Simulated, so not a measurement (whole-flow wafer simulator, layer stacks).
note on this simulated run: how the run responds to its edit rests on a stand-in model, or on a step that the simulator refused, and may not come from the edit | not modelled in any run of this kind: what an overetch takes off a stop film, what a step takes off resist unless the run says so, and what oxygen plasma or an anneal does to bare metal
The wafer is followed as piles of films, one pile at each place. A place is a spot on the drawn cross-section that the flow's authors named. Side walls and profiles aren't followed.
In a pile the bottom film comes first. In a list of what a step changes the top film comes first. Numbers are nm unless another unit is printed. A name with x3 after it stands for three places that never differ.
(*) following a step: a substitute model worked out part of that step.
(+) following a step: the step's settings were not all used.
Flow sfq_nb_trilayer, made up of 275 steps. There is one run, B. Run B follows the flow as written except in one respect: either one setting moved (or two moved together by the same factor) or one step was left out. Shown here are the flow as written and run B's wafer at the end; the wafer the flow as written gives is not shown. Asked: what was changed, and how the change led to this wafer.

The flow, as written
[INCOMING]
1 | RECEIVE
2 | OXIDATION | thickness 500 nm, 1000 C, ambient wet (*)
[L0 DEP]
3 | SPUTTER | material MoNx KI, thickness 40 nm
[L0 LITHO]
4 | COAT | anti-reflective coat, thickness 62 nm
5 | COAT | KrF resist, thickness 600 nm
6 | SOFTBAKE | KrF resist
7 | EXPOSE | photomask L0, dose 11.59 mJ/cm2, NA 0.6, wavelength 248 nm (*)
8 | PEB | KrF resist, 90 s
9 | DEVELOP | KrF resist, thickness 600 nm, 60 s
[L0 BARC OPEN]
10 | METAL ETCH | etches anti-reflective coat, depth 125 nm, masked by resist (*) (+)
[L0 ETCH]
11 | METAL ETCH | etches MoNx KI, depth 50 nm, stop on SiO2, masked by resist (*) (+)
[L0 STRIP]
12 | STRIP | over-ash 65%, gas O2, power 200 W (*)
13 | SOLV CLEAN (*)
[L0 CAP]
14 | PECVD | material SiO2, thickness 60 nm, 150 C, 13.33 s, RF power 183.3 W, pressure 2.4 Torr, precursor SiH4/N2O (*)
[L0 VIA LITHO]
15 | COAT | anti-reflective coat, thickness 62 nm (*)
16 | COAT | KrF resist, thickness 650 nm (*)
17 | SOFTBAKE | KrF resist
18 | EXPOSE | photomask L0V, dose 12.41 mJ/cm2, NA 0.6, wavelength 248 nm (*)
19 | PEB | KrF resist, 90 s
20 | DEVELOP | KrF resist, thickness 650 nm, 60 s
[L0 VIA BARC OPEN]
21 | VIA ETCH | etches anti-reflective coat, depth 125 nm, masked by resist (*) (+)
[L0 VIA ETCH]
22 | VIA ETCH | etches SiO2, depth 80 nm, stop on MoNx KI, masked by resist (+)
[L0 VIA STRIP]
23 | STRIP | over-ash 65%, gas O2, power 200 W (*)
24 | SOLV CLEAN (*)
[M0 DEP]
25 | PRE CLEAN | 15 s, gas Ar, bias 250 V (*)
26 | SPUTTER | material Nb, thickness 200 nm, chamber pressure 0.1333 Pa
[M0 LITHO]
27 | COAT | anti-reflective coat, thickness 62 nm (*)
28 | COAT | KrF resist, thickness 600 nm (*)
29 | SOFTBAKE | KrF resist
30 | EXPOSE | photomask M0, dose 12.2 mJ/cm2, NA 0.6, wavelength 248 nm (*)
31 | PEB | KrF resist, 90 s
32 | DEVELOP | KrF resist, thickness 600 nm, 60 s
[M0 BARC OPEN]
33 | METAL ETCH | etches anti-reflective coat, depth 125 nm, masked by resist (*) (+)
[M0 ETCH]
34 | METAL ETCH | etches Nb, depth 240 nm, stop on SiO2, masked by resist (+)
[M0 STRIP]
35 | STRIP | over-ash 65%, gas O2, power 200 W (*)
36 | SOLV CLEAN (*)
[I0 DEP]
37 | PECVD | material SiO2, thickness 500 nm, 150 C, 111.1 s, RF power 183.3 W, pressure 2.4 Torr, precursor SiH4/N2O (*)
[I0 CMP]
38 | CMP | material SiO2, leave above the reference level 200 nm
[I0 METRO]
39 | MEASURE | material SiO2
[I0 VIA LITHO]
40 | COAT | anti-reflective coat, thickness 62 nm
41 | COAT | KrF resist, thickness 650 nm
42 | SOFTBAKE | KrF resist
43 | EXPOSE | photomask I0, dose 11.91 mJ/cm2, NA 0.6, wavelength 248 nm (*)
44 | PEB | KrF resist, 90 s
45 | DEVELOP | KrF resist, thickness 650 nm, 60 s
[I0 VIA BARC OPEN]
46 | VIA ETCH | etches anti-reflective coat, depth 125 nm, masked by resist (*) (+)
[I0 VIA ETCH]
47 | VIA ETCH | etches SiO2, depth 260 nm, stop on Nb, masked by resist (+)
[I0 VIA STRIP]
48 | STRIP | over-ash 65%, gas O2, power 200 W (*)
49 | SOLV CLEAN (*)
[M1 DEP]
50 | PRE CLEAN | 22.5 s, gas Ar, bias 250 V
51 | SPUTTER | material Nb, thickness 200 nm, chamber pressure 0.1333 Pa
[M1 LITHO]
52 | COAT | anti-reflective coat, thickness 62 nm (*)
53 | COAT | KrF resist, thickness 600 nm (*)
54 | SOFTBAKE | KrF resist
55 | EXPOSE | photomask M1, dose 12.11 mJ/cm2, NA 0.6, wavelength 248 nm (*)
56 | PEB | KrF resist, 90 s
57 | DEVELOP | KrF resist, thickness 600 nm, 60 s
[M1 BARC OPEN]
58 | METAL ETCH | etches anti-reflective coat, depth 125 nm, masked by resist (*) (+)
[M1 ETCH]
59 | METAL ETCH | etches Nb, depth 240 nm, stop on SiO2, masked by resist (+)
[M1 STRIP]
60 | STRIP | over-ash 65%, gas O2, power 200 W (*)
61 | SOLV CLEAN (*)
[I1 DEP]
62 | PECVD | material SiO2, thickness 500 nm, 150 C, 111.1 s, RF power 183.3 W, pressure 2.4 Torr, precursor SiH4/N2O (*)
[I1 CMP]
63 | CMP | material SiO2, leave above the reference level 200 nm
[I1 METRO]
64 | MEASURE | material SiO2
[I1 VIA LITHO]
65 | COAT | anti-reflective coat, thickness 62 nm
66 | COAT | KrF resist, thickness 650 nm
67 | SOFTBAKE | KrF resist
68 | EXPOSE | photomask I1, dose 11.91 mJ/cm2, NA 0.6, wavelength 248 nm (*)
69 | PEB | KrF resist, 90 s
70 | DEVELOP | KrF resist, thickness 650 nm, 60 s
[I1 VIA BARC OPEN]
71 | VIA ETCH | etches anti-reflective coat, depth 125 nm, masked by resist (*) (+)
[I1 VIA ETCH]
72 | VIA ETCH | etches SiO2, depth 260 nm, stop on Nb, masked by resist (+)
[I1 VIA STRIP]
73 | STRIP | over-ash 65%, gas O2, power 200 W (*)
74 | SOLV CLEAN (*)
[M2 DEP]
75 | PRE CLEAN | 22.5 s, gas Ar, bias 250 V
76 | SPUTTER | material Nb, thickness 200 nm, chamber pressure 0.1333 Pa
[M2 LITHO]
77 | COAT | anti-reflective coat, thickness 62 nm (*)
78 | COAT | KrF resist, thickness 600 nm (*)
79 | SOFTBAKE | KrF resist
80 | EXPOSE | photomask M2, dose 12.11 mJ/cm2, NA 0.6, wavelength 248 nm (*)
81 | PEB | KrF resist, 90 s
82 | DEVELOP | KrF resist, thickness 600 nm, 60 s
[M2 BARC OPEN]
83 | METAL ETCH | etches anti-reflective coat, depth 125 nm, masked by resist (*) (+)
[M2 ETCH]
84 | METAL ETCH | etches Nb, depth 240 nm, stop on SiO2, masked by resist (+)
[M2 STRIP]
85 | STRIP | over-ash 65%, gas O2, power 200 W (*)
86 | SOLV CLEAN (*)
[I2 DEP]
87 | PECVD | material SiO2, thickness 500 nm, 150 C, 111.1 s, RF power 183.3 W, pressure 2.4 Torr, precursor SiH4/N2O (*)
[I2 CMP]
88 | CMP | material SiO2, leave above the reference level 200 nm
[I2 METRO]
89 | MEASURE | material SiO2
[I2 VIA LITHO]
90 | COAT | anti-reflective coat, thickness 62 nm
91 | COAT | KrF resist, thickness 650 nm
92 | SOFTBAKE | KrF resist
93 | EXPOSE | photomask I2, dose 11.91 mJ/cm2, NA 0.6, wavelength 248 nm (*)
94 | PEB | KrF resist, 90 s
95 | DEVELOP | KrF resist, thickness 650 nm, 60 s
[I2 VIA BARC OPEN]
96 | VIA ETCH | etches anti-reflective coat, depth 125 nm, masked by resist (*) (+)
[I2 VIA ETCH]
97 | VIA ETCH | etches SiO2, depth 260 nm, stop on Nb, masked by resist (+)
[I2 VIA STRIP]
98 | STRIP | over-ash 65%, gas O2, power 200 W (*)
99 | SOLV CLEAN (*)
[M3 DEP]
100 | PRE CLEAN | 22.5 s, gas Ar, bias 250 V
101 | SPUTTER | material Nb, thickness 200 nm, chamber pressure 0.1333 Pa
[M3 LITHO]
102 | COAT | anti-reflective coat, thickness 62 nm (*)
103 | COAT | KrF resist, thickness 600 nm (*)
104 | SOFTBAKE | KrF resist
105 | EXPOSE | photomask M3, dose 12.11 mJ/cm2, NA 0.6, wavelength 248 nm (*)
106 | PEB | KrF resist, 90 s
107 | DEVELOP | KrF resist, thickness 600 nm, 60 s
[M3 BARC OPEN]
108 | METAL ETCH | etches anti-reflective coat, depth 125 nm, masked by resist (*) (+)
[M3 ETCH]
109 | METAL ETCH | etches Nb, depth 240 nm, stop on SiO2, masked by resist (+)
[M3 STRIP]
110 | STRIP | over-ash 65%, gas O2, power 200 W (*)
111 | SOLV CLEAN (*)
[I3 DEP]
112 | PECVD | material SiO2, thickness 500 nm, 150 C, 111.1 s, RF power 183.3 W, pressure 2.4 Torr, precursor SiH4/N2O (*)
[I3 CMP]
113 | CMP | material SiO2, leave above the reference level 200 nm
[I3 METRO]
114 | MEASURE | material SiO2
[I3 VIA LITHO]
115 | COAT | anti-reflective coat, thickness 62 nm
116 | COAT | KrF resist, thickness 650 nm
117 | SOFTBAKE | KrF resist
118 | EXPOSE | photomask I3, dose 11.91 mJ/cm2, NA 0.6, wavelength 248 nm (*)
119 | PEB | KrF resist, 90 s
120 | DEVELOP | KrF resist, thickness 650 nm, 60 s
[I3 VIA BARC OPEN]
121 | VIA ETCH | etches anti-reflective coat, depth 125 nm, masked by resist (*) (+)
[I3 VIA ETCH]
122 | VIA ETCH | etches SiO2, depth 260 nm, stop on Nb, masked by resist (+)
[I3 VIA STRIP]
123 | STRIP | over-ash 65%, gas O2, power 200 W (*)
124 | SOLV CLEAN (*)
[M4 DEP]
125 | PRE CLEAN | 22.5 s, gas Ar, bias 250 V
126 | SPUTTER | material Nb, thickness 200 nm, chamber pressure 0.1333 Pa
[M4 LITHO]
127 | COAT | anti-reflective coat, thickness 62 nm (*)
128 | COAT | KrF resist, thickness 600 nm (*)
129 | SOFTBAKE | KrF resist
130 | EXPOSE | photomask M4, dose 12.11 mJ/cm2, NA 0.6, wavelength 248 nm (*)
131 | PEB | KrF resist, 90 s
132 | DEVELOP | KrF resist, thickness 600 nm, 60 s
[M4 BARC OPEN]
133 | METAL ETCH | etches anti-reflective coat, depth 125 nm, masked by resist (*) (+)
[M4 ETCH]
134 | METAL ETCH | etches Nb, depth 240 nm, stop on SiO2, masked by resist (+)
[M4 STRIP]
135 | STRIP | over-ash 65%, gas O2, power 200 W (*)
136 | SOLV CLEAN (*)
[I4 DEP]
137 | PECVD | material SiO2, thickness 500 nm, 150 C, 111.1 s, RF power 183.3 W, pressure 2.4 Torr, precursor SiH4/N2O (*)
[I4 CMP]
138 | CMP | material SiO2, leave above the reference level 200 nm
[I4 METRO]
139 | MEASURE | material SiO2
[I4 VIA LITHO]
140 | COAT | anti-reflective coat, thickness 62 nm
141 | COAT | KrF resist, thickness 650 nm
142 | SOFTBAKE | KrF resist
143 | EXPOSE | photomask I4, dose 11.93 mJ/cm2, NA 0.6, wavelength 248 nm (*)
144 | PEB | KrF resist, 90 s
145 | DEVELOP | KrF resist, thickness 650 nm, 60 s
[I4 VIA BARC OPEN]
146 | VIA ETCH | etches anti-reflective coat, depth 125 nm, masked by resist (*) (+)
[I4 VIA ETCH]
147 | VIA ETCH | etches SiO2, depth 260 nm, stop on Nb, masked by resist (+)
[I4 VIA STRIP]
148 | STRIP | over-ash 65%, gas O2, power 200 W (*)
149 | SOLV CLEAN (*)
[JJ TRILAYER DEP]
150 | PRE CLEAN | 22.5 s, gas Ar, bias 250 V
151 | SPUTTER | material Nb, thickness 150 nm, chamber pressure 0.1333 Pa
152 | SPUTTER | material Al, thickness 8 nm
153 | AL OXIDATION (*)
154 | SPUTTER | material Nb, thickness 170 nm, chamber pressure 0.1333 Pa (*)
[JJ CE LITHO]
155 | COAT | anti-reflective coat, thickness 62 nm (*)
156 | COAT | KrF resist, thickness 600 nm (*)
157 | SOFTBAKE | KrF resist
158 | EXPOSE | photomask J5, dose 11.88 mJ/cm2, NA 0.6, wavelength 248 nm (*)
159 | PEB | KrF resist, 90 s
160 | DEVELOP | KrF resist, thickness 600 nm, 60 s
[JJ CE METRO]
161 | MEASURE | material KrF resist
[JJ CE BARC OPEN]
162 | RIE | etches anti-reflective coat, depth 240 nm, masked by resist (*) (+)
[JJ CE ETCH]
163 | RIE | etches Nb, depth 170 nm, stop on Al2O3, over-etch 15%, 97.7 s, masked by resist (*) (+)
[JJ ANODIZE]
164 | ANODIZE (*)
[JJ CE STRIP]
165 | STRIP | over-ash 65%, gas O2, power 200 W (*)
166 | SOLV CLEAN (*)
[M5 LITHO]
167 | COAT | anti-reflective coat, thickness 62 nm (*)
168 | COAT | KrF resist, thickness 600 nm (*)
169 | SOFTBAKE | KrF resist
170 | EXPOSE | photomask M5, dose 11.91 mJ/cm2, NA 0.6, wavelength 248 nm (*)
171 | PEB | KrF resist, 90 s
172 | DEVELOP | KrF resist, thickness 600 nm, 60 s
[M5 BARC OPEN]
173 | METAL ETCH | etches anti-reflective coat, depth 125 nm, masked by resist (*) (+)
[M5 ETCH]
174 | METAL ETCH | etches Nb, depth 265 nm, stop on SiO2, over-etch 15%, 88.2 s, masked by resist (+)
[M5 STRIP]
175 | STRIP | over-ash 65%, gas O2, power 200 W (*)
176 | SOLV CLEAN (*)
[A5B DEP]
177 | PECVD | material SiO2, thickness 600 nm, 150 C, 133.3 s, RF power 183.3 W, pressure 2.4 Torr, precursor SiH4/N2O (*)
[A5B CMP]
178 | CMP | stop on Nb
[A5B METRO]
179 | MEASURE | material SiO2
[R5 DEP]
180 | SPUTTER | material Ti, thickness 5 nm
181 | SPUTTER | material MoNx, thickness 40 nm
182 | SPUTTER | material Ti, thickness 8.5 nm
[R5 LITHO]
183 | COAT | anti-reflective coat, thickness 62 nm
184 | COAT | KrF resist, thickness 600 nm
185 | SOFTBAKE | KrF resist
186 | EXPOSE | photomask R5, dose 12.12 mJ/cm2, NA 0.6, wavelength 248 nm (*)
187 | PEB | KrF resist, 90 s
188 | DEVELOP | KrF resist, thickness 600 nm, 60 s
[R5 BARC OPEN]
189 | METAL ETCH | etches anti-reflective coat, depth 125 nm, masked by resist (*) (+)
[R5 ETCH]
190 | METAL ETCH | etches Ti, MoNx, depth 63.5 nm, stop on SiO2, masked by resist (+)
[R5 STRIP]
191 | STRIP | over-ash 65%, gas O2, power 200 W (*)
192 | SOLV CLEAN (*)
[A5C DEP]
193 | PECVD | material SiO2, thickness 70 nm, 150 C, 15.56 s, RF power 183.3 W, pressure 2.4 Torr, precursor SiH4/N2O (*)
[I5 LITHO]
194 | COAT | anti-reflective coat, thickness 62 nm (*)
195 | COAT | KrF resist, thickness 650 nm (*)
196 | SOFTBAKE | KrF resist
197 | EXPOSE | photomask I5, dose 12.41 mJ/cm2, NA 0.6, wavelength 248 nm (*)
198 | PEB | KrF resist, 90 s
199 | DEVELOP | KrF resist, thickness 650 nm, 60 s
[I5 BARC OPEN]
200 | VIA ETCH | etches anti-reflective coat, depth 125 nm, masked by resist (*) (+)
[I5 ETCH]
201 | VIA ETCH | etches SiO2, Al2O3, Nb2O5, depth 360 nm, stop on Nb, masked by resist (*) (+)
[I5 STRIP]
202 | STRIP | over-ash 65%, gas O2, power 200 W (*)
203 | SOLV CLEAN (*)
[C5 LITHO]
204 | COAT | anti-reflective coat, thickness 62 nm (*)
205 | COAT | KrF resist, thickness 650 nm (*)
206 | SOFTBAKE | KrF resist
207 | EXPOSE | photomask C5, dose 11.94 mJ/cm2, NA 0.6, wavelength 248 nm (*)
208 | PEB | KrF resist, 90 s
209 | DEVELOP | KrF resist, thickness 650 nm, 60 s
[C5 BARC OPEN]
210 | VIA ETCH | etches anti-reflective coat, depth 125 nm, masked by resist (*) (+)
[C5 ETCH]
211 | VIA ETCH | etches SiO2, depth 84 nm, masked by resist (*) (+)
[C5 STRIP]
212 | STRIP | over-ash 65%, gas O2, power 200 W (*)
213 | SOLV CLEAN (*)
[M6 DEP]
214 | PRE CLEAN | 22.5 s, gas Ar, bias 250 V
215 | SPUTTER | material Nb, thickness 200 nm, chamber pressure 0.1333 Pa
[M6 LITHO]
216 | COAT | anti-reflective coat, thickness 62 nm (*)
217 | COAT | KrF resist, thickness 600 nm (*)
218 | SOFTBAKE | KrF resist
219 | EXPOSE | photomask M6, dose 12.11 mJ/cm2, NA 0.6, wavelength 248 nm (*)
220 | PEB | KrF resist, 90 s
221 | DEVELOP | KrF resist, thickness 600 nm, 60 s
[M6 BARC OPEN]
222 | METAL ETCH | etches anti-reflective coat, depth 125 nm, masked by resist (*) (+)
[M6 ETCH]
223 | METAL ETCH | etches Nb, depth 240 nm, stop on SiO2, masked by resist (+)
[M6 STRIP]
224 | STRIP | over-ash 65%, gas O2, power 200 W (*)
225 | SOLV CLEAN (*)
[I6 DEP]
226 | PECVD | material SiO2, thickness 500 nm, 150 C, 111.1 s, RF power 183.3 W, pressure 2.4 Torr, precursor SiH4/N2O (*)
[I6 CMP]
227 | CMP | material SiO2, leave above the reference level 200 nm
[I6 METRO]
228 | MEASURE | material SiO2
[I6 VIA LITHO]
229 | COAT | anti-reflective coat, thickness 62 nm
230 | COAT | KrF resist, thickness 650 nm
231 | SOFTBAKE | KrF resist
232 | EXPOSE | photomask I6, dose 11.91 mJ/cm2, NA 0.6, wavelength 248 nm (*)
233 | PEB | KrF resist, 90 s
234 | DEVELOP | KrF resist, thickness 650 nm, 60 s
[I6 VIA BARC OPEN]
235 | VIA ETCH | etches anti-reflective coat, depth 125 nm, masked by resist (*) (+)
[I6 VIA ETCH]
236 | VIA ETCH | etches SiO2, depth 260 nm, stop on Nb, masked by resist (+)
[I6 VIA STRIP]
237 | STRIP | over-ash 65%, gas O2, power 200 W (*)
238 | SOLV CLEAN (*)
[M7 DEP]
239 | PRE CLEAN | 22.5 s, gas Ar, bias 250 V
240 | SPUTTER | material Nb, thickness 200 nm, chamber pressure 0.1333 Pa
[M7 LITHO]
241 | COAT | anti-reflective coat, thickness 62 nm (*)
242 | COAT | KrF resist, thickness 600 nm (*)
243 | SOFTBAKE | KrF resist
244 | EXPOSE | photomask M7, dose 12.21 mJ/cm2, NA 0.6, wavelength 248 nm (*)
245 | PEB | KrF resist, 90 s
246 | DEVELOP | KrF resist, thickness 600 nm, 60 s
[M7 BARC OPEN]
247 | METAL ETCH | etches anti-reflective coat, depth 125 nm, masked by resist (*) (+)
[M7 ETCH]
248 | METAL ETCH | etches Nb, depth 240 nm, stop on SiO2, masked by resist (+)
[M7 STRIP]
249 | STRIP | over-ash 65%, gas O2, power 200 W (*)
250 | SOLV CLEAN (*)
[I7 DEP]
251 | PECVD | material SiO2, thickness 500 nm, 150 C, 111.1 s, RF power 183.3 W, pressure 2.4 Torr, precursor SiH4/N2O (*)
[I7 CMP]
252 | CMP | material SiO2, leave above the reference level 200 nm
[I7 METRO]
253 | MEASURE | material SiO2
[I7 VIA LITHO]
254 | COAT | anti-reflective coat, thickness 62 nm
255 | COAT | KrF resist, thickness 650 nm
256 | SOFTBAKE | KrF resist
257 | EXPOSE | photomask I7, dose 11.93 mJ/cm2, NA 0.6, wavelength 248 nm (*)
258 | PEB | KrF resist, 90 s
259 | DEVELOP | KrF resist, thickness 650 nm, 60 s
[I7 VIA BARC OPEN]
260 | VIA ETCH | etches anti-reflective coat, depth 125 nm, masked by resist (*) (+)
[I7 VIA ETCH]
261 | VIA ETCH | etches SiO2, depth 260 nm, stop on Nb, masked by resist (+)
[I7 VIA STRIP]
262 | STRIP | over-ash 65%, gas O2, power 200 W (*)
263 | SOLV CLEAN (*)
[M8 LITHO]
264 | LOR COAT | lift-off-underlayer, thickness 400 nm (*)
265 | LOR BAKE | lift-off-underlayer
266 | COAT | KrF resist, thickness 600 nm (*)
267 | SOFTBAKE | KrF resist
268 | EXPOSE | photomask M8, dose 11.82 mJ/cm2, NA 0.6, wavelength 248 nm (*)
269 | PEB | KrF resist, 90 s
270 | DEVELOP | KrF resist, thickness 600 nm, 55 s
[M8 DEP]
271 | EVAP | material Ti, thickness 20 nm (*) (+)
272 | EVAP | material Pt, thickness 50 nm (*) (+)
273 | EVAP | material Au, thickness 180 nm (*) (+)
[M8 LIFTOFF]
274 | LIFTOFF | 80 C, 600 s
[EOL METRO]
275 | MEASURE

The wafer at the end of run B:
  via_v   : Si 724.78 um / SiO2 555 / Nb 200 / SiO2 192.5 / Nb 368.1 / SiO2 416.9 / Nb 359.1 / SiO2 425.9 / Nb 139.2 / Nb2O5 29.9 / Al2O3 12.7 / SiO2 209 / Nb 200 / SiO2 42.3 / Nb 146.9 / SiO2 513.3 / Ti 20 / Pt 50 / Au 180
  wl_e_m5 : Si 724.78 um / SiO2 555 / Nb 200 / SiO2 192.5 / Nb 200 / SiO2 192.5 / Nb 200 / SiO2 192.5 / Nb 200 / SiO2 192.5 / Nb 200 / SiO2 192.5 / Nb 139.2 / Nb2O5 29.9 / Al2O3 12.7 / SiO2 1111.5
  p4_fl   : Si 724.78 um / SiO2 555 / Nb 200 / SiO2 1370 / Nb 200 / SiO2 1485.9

Cause: step 227, CMP: leave above the reference level 310 nm was run, though the flow has leave above the reference level 200 nm.

Step by step, how the change led to this:
  227 | CMP | material SiO2, leave above the reference level 200 nm
      field_l, p4_fl, p4_fm and 59 more: nothing (it would be, as written: -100 SiO2)
      moat, field_r, lsp_l, ln_m5, lsp_m: nothing (it would be, as written: -93.6 SiO2)
      (as well as at 39 more places)
  229 | COAT | anti-reflective coat, thickness 62 nm
      wl_c_sl, wl_f_sl, wl_f_sr, m0r_space_l, m0r_space_r, m7r_space_l, m7r_space_r: +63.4 anti-reflective coat (new film) (it would be, as written: +62 anti-reflective coat (new film))
      lsp_r, m8r_pad_l, m8r_pad_r: +65 anti-reflective coat (new film) (it would be, as written: +62 anti-reflective coat (new film))
      (as well as at 18 more places)
  236 | VIA ETCH | etches SiO2, depth 260 nm, stop on Nb, masked by resist (+)
      via_v: -260 SiO2 (it would be, as written: -199.8 SiO2 (all of it))
  237 | STRIP | over-ash 65%, gas O2, power 200 W (*)
      m0r_space_l, m0r_space_r, m7r_space_l, m7r_space_r: -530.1 KrF resist (all of it), -63.4 anti-reflective coat (all of it) (it would be, as written: -528.6 KrF resist (all of it), -62 anti-reflective coat (all of it))
      wl_c_sl, wl_f_sl: -529.9 KrF resist (all of it), -63.4 anti-reflective coat (all of it) (it would be, as written: -528.6 KrF resist (all of it), -62 anti-reflective coat (all of it))
      (as well as at 22 more places)
  239 | PRE CLEAN | 22.5 s, gas Ar, bias 250 V
      via_v: -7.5 SiO2 (it would be, as written: -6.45 Nb)
  240 | SPUTTER | material Nb, thickness 200 nm, chamber pressure 0.1333 Pa
      via_v: +146.9 Nb (new film) (it would be, as written: +161.1 Nb)
  241 | COAT | anti-reflective coat, thickness 62 nm (*)
      wl_c_sr, wl_f_sl, wl_f_sr, m0r_space_r, m7r_space_r: +63.3 anti-reflective coat (new film) (it would be, as written: +62 anti-reflective coat (new film))
      wl_c_m6, wl_f_m6: +58.8 anti-reflective coat (new film) (it would be, as written: +62 anti-reflective coat (new film))
      (as well as at 22 more places)
  242 | COAT | KrF resist, thickness 600 nm (*)
      via_v: +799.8 KrF resist (new film) (it would be, as written: +742.5 KrF resist (new film))
  247 | METAL ETCH | etches anti-reflective coat, depth 125 nm, masked by resist (*) (+)
      wl_c_sr, m0r_space_r, m7r_space_r: -63.3 anti-reflective coat (all of it) (it would be, as written: -62 anti-reflective coat (all of it))
      m5r_linepad_l, m5r_linepad_r: -65.8 anti-reflective coat (all of it) (it would be, as written: -62 anti-reflective coat (all of it))
      (as well as at 7 more places)
  249 | STRIP | over-ash 65%, gas O2, power 200 W (*)
      v_sur: -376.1 KrF resist (all of it), -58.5 anti-reflective coat (all of it) (it would be, as written: -379.9 KrF resist (all of it), -61.4 anti-reflective coat (all of it))
      via_wl: -374.4 KrF resist (all of it), -60 anti-reflective coat (all of it) (it would be, as written: -379.3 KrF resist (all of it), -61.3 anti-reflective coat (all of it))
      (as well as at 16 more places)
  251 | PECVD | material SiO2, thickness 500 nm, 150 C, 111.1 s, RF power 183.3 W, pressure 2.4 Torr, precursor SiH4/N2O (*)
      via_v: +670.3 SiO2 (new film) (it would be, as written: +621 SiO2 (new film))
  252 | CMP | material SiO2, leave above the reference level 200 nm
      field_l, p4_fl, p4_fm and 46 more: -90 SiO2 (it would be, as written: -100 SiO2)
      wl_a_sr, wl_b_sl, wl_b_m5 and 8 more: -290 SiO2 (it would be, as written: -300 SiO2)
      (as well as at 11 more places)
If metal films that touch count as one body, via_v has 7 bodies (between them, from the top down: SiO2 513.3; SiO2 42.3; SiO2 209 / Al2O3 12.7 / Nb2O5 29.9; SiO2 425.9; SiO2 416.9; SiO2 192.5); the flow as written gives 6 bodies (between them, from the top down: SiO2 437.8; SiO2 209 / Al2O3 12.7 / Nb2O5 29.9; SiO2 425.9; SiO2 416.9; SiO2 192.5).
